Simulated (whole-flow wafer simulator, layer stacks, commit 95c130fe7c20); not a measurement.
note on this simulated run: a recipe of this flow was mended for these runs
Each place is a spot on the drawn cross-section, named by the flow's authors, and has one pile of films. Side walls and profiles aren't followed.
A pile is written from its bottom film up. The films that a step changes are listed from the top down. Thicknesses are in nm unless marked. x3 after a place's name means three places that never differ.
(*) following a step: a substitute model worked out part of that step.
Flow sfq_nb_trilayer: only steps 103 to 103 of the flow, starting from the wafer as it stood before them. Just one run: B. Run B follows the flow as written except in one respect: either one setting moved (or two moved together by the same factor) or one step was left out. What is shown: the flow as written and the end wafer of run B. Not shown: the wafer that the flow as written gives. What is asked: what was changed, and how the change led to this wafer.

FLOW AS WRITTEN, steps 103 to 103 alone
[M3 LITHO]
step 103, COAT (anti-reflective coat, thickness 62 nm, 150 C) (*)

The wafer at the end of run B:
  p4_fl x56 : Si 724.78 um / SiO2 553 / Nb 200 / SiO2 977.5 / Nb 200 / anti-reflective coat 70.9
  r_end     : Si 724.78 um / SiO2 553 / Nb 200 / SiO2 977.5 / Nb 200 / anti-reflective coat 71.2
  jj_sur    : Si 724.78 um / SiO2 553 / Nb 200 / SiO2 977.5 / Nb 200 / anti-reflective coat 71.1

What caused this: step 103, COAT: thickness 70.9 nm was run, while the flow as written has thickness 62 nm.
One can read it off the wafer: p4_fl x56 has anti-reflective coat 70.9, and step 103 as written asks for 62 nm.

How this came from the change, step by step:
  step 103, COAT (anti-reflective coat, thickness 62 nm, 150 C) (*)
      p4_fl x56, wl_j_sl x15, wl_d_m1, l0r_line_l x3, m0r_space_l x2: anti-reflective coat gains 70.9 (new film) (as written it would have been: anti-reflective coat gains 62 (new film))
      r_end, moat, field_r and 7 more: anti-reflective coat gains 71.2 (new film) (as written it would have been: anti-reflective coat gains 62.3 (new film))
      (also at 19 further places)
